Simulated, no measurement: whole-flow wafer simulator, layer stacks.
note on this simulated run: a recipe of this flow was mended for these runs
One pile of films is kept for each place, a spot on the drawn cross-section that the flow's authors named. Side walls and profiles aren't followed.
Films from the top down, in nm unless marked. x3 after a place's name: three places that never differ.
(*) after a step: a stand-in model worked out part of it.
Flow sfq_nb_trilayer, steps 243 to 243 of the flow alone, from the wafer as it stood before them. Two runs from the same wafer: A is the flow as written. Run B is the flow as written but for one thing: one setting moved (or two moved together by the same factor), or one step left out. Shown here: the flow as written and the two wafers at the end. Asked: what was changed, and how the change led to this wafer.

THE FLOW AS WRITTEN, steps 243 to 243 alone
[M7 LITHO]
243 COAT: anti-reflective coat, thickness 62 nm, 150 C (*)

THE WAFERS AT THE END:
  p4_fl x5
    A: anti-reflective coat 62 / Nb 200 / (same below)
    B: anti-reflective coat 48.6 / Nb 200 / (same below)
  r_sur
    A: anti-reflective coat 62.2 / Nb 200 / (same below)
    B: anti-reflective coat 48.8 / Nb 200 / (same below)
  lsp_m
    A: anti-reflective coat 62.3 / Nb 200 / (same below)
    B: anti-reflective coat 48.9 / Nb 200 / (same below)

The cause: step 243, COAT: thickness 48.6 nm was run, where the flow has thickness 62 nm.
It can be read off the wafer: p4_fl x5 has anti-reflective coat 48.6, and step 243 as written asks for 62 nm.

How the change led to this, step by step:
  243 COAT: anti-reflective coat, thickness 62 nm, 150 C (*)
      p4_fl x5, p4_w1 x9, p3_s0 x15 and 48 more: A anti-reflective coat +62 (new film) | B anti-reflective coat +48.6 (new film)
      r_sur, res, r_end, moat, field_r: A anti-reflective coat +62.2 (new film) | B anti-reflective coat +48.8 (new film)
      (and at 24 more places)
